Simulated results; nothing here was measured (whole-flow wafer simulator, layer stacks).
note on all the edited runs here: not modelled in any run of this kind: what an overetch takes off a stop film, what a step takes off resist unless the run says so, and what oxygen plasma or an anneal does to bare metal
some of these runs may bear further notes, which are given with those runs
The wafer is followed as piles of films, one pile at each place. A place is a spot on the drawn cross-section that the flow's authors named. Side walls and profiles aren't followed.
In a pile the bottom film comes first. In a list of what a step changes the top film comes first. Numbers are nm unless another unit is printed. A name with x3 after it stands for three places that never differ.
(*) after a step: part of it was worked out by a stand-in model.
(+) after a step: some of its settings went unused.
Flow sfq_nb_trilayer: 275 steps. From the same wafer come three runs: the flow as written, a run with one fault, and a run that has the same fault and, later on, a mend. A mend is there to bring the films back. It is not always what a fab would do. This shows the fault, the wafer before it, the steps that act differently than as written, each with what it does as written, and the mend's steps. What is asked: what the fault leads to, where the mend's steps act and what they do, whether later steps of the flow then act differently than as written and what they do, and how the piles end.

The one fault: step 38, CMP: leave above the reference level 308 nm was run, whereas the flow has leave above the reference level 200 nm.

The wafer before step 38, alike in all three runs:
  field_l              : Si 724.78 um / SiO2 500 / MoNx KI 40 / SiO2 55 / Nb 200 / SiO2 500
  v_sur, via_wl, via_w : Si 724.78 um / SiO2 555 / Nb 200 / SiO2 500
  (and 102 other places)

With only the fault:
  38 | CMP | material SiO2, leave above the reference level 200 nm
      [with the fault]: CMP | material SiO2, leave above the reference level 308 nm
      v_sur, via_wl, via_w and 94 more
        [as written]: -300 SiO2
        [with the fault]: -192 SiO2
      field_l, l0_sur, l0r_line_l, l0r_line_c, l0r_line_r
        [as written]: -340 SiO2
        [with the fault]: -232 SiO2
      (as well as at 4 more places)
  Steps further on in the flow that do not act as written (not shown: 4 more steps that differ only slightly, by at most 2% or 0.5 nm, whichever is larger):
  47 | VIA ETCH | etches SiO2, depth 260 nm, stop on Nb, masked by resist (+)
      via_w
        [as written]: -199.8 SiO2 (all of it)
        [with the fault]: -260 SiO2
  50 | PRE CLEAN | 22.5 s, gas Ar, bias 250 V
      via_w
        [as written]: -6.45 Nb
        [with the fault]: -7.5 SiO2
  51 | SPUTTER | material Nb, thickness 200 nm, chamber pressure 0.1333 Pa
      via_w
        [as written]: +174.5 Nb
        [with the fault]: +163.1 Nb (new film)
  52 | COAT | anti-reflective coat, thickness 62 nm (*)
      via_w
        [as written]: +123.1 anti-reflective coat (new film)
        [with the fault]: +136.1 anti-reflective coat (new film)
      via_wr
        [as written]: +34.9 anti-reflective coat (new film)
        [with the fault]: +33.2 anti-reflective coat (new film)
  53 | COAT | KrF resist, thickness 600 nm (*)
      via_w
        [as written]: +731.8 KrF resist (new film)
        [with the fault]: +781.6 KrF resist (new film)
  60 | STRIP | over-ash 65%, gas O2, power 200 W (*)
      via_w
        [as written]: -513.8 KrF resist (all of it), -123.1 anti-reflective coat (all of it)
        [with the fault]: -563.6 KrF resist (all of it), -136.1 anti-reflective coat (all of it)
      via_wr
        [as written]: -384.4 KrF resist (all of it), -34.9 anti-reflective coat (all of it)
        [with the fault]: -378.6 KrF resist (all of it), -33.2 anti-reflective coat (all of it)
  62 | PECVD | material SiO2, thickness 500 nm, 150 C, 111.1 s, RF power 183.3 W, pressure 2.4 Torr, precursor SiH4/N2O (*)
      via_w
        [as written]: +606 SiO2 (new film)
        [with the fault]: +678.7 SiO2 (new film)
  By the end, the piles at field_l, v_sur, via_wl and 103 more depart from the flow's by more than 2% or 0.5 nm, whichever is larger.
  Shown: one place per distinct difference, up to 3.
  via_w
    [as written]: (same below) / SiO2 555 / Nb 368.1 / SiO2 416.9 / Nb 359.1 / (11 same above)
    [with the fault]: (same below) / SiO2 555 / Nb 200 / SiO2 40.3 / Nb 163.1 / SiO2 489.6 / Nb 359.1 / (11 same above)
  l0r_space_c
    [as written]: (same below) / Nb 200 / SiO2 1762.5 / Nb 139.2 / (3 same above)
    [with the fault]: (same below) / Nb 200 / SiO2 1870.5 / Nb 139.2 / (3 same above)
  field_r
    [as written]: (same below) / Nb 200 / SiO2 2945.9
    [with the fault]: (same below) / Nb 200 / SiO2 3053.9

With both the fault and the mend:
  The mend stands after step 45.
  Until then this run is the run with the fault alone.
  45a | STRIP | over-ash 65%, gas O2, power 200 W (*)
      field_l, v_sur, via_wl and 102 more
        -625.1 KrF resist (all of it), -62 anti-reflective coat (all of it)
      via_w
        -62 anti-reflective coat (all of it)
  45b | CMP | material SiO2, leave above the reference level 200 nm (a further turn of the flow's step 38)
      field_l, v_sur, via_wl and 103 more
        -108 SiO2
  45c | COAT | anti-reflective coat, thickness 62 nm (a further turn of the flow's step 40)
      field_l, v_sur, via_wl and 103 more
        +62 anti-reflective coat (new film)
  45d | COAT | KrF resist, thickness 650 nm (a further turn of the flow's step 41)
      field_l, v_sur, via_wl and 103 more
        +650 KrF resist (new film)
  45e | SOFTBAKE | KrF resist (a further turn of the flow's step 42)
      leaves every film unchanged at each place that is followed
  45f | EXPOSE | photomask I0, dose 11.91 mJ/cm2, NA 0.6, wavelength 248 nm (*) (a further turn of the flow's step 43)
      leaves every film unchanged at each place that is followed
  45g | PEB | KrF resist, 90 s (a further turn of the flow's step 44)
      field_l, v_sur, via_wl and 103 more
        -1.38 KrF resist
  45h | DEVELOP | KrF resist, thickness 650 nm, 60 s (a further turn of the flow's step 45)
      field_l, v_sur, via_wl and 102 more
        -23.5 KrF resist
      via_w
        -648.6 KrF resist (all of it)
  None of the later steps of the flow acts differently than as written at any place that is followed.
  The piles end the same as the flow's at every place that both follow.
